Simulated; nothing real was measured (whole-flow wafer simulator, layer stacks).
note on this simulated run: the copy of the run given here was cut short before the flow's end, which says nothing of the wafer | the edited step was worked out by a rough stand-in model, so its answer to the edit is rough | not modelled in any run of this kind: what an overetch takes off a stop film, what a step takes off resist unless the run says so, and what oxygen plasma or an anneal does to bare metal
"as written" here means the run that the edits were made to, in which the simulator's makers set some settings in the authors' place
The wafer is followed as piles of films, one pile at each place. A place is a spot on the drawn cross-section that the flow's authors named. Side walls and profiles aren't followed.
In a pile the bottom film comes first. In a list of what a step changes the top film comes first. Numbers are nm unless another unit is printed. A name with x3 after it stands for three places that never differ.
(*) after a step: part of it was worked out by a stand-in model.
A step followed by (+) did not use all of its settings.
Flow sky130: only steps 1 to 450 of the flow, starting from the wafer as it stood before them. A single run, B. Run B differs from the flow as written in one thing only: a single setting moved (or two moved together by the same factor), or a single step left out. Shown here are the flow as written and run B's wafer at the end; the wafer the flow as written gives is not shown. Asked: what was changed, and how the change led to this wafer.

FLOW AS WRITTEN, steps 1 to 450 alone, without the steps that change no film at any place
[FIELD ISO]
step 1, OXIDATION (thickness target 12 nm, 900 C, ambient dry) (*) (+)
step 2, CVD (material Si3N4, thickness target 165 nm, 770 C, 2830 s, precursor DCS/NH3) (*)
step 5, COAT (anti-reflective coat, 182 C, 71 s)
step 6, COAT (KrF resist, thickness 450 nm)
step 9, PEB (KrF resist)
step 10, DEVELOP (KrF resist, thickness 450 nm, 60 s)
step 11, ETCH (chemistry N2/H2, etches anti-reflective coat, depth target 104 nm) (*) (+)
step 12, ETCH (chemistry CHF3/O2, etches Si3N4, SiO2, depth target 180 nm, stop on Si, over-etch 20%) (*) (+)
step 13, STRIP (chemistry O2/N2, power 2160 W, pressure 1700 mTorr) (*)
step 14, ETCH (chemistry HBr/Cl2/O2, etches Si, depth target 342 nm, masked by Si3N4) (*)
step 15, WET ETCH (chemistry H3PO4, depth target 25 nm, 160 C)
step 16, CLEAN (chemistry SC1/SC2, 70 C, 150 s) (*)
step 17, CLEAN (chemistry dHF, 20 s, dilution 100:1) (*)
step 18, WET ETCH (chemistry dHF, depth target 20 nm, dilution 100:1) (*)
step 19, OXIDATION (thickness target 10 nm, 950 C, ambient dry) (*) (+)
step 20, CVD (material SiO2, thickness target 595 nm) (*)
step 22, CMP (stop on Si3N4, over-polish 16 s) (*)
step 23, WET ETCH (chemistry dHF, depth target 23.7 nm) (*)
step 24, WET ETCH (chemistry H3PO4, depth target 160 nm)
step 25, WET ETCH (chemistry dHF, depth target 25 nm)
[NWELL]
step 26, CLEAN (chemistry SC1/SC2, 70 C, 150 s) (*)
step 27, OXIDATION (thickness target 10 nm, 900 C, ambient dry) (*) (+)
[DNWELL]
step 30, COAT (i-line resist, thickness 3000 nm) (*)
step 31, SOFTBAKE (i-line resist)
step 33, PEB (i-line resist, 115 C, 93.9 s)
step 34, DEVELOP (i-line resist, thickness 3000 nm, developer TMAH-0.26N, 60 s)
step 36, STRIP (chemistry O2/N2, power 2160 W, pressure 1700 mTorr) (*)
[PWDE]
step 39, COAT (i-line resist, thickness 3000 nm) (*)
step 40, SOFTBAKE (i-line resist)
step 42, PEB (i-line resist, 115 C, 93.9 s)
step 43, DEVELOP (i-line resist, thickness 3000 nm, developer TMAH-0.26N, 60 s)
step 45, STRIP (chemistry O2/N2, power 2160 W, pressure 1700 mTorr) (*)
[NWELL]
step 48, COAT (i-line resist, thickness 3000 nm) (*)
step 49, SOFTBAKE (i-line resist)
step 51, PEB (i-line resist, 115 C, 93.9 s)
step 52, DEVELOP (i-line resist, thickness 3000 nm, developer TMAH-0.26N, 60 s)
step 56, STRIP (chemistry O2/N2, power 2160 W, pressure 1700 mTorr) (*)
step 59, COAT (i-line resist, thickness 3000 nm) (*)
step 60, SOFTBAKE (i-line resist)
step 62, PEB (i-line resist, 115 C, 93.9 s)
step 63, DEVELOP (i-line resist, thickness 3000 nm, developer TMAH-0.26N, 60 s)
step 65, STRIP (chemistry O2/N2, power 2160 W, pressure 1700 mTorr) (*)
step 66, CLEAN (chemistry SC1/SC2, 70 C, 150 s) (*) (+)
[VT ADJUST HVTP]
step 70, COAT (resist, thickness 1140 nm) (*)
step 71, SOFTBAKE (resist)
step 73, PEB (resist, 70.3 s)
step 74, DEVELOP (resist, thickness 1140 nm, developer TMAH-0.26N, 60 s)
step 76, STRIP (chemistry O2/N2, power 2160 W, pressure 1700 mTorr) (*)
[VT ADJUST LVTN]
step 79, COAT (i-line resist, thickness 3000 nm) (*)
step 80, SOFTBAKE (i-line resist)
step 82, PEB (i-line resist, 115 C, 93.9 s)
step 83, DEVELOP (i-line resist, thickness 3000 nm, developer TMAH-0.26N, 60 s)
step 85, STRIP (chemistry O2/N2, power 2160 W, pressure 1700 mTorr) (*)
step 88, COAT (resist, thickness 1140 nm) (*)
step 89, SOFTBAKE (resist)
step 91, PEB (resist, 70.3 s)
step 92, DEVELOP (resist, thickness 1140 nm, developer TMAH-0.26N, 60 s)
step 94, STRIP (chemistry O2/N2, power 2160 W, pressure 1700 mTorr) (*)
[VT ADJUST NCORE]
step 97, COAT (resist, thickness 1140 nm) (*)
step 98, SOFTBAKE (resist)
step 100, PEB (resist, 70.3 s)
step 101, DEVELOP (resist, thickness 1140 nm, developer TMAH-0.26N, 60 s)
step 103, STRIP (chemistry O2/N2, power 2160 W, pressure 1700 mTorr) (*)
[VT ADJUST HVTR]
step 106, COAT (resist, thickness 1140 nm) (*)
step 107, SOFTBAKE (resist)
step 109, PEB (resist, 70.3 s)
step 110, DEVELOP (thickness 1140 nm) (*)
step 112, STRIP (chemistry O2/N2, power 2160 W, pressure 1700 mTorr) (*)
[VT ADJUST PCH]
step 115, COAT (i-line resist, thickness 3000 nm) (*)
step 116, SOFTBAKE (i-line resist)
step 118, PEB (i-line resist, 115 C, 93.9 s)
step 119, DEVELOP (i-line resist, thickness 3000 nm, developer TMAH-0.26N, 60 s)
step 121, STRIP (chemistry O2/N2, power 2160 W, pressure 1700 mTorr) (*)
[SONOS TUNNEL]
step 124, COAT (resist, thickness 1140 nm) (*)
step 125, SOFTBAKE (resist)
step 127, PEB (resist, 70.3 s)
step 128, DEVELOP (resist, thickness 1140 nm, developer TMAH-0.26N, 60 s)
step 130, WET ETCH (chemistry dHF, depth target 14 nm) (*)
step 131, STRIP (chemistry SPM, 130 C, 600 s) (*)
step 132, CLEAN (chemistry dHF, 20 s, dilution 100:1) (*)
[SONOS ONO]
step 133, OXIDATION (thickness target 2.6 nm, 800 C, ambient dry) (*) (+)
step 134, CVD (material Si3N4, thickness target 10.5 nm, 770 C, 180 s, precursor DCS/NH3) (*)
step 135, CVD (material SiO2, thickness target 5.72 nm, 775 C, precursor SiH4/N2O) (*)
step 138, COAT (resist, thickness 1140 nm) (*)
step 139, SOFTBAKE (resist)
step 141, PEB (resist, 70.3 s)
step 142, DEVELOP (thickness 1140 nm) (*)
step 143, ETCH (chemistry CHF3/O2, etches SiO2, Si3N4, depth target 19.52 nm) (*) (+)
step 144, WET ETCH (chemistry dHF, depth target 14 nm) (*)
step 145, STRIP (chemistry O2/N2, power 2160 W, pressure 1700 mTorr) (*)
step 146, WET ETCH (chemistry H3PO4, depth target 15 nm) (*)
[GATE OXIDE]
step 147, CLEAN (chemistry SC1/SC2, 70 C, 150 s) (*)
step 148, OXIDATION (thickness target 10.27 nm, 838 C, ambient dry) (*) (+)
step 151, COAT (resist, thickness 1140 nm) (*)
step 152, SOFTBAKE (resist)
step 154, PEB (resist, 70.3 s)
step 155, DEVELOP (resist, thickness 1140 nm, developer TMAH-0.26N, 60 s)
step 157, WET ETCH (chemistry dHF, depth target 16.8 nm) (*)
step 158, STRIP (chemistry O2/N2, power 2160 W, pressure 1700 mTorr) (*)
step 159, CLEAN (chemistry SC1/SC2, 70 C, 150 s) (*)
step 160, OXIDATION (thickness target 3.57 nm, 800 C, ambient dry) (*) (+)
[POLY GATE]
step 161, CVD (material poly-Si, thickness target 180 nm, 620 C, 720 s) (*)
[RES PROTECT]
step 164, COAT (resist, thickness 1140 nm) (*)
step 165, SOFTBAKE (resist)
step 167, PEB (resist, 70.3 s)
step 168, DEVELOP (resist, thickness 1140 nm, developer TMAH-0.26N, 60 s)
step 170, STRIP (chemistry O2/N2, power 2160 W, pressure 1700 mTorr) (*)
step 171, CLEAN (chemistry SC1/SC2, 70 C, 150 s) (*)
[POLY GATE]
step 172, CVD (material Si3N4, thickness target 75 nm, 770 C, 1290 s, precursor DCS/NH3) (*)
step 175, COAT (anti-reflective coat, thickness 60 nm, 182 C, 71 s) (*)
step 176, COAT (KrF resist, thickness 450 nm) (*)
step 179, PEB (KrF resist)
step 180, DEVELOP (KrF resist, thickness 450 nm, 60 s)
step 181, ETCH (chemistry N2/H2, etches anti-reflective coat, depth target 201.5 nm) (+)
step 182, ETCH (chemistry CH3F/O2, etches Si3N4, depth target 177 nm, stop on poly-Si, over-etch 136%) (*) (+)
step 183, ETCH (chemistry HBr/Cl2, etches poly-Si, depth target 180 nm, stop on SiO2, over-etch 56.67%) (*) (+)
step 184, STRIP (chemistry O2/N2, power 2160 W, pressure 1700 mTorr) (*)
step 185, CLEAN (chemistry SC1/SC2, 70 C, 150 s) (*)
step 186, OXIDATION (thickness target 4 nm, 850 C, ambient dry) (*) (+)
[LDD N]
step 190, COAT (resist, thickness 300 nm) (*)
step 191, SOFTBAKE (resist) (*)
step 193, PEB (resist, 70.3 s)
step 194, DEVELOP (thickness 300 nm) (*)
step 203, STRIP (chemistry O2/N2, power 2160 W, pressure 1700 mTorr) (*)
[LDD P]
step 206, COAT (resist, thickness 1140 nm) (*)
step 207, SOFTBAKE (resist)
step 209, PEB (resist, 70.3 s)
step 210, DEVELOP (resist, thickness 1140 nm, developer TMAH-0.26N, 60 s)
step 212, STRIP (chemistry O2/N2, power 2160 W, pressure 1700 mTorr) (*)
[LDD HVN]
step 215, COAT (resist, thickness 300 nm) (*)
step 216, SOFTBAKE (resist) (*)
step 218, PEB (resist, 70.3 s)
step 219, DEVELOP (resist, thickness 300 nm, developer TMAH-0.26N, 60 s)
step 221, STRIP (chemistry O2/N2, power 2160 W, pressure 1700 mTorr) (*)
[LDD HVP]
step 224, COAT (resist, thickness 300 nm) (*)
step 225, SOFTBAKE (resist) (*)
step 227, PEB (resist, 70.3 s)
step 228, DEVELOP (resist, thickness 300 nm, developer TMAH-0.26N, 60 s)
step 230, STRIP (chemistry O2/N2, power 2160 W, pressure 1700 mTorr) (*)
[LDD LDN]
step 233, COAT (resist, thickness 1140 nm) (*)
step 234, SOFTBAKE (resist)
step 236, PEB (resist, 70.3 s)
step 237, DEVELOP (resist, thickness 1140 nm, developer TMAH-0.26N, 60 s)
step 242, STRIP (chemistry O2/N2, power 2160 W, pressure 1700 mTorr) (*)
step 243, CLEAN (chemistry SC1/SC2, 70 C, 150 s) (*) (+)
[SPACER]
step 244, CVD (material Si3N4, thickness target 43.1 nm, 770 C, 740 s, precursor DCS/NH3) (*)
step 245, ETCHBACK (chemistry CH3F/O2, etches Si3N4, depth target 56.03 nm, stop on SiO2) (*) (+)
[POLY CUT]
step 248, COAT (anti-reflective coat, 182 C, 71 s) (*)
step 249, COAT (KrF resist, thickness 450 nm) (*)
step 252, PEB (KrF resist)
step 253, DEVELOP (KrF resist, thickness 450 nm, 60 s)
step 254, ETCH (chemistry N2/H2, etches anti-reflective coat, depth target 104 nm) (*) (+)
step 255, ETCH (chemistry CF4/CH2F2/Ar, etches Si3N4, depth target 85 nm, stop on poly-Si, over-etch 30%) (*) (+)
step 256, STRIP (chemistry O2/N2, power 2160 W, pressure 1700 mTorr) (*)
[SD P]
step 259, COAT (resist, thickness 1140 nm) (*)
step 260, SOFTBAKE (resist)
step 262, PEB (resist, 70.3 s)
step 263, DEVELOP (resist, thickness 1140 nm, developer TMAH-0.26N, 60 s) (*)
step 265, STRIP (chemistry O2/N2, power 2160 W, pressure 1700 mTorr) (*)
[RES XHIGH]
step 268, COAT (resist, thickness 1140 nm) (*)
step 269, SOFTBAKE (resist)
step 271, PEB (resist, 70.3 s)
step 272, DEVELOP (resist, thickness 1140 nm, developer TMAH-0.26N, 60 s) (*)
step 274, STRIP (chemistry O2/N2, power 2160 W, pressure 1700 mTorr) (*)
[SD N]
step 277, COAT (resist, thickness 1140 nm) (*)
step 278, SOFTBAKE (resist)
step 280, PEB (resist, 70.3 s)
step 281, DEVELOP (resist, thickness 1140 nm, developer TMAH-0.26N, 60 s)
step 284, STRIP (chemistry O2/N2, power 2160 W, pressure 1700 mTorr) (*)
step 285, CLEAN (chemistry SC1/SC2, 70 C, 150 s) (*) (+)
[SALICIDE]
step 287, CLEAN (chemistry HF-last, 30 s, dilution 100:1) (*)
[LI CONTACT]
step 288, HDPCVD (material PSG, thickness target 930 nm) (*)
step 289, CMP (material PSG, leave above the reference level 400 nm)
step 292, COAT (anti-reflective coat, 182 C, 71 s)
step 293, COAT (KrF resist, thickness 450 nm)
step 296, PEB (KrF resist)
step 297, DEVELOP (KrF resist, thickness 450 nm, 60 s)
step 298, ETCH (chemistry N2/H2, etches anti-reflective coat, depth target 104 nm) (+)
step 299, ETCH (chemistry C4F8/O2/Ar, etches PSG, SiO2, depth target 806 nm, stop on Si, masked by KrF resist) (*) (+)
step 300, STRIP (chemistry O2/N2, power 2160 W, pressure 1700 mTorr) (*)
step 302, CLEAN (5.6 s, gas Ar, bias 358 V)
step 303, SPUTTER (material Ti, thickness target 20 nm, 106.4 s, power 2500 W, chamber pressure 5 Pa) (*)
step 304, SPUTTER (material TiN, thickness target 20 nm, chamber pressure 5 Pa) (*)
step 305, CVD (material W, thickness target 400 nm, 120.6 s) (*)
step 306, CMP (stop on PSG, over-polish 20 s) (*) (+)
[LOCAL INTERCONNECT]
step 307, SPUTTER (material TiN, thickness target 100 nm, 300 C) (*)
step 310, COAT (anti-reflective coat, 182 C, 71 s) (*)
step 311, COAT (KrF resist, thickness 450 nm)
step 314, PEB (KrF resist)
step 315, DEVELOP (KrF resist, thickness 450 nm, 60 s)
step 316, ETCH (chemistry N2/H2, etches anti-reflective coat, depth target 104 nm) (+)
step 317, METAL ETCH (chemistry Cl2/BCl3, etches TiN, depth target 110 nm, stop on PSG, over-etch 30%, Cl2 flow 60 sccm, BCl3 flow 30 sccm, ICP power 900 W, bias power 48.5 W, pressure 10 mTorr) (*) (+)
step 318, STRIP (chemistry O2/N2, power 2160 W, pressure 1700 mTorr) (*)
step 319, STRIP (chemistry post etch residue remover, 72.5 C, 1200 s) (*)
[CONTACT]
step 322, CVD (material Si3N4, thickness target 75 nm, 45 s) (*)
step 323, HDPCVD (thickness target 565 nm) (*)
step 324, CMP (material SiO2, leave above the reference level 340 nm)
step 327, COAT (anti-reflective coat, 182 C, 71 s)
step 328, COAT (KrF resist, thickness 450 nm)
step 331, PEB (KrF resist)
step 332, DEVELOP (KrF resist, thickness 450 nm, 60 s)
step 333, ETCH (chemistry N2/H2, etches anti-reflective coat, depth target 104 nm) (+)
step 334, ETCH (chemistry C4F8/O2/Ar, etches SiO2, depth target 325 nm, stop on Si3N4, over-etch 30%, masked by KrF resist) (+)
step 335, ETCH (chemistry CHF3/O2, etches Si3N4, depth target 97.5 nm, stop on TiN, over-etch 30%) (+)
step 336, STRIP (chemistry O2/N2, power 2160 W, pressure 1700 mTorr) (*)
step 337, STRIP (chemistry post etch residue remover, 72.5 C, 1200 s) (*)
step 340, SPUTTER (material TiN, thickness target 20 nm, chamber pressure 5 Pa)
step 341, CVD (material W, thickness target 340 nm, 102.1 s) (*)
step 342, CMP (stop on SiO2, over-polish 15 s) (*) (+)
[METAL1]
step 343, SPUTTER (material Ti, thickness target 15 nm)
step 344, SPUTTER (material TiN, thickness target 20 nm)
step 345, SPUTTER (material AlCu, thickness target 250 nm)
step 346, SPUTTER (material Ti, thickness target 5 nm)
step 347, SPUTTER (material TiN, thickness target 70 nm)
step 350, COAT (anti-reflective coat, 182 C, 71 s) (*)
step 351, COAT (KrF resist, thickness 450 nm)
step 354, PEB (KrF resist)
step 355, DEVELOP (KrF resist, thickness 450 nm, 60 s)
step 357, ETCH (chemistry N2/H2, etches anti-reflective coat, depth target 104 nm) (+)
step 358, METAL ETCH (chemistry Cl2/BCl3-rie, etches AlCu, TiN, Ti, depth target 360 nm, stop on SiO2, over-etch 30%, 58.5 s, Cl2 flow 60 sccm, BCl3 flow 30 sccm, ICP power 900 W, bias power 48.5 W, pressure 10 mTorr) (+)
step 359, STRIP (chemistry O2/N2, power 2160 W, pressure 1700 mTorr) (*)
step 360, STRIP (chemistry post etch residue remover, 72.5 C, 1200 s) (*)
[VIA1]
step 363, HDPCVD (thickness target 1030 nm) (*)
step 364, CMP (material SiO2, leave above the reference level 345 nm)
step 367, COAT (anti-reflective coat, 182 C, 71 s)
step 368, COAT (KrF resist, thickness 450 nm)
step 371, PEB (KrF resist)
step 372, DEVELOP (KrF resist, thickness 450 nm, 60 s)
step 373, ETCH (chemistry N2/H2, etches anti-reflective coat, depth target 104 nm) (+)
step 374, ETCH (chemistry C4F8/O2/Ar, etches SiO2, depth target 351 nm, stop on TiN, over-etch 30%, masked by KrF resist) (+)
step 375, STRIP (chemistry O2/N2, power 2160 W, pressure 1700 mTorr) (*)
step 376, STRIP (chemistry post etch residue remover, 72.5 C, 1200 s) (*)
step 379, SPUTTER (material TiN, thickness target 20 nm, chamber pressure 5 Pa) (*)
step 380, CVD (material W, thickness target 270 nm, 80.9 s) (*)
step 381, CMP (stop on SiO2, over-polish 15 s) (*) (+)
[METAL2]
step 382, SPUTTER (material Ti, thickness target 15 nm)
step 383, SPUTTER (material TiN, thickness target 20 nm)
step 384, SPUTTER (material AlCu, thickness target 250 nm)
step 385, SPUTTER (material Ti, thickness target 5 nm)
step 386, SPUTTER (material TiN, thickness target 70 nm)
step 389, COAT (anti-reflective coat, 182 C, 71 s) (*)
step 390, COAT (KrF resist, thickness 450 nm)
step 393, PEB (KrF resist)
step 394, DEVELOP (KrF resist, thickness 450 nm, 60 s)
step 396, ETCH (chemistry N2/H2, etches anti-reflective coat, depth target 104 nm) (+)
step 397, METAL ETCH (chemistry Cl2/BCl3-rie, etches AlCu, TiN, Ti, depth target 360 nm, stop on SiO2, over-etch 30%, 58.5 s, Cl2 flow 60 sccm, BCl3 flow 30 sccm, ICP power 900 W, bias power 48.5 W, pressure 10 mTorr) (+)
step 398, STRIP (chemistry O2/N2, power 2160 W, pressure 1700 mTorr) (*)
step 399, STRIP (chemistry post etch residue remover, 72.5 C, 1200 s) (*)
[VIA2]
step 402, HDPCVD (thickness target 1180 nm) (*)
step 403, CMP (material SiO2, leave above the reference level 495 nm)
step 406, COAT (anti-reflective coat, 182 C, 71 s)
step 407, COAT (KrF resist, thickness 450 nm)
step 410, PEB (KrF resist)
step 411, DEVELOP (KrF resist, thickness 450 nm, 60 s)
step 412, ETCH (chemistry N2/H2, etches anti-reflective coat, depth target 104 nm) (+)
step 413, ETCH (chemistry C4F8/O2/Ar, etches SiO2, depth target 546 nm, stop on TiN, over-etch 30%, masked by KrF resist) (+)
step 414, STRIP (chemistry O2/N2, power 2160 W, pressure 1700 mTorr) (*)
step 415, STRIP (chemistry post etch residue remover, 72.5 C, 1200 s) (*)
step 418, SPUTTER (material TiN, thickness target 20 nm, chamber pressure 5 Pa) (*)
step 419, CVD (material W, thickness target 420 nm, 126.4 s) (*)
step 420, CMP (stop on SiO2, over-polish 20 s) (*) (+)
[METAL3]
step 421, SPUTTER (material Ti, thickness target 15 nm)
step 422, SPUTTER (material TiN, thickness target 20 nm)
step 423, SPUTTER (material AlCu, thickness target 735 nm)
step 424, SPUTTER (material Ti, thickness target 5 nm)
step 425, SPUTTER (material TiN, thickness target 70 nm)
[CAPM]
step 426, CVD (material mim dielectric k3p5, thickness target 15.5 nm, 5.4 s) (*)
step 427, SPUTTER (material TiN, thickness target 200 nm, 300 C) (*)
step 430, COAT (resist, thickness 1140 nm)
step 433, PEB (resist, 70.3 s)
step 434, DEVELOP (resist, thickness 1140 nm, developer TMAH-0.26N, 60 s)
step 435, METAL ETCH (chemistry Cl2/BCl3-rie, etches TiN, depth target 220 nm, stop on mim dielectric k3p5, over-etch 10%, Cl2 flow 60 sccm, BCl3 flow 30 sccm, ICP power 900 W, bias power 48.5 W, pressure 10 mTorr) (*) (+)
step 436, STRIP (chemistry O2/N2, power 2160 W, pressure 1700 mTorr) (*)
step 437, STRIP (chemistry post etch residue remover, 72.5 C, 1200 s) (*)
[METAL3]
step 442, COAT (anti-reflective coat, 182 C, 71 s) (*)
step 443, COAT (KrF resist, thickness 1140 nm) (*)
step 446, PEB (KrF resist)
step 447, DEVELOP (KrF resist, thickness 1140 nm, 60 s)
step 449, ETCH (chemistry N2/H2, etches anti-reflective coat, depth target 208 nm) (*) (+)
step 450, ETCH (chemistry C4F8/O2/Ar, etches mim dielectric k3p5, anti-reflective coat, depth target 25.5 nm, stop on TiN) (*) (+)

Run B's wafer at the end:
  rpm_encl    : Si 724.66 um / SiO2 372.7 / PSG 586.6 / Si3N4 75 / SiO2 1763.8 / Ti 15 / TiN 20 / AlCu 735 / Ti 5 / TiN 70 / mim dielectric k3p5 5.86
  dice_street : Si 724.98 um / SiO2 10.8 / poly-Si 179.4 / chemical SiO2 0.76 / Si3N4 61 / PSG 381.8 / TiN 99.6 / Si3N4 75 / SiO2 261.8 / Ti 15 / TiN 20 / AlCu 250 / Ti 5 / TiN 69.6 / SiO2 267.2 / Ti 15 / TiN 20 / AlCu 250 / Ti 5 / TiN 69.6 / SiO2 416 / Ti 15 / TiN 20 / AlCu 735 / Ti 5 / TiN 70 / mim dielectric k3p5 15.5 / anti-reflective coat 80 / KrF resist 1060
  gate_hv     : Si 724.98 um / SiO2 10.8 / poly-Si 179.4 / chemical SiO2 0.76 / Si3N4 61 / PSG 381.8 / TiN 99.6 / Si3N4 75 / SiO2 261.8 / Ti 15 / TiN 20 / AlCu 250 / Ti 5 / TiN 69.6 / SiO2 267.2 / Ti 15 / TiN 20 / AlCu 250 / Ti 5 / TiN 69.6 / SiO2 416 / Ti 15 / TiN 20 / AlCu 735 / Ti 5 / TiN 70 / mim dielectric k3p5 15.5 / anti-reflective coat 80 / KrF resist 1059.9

What caused this: step 449, ETCH: depth target 85.3 nm was run, while the flow as written has depth target 208 nm.

How this came from the change, step by step:
  step 449, ETCH (chemistry N2/H2, etches anti-reflective coat, depth target 208 nm) (*) (+)
      rpm_encl, rpm_encl_psd, rpm_encl_urpm: -85.3 anti-reflective coat (in the flow as written it would be: -101.2 anti-reflective coat (all of it))
      n_well, p_well, gate_hv and 104 more: -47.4 KrF resist (in the flow as written it would be: -66.7 KrF resist)
  step 450, ETCH (chemistry C4F8/O2/Ar, etches mim dielectric k3p5, anti-reflective coat, depth target 25.5 nm, stop on TiN) (*) (+)
      rpm_encl, rpm_encl_psd, rpm_encl_urpm: -15.9 anti-reflective coat (all of it), -9.64 mim dielectric k3p5 (in the flow as written it would be: -15.5 mim dielectric k3p5 (all of it))
      n_well, p_well, gate_hv and 104 more: -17 KrF resist (in the flow as written it would be: -15.5 KrF resist)
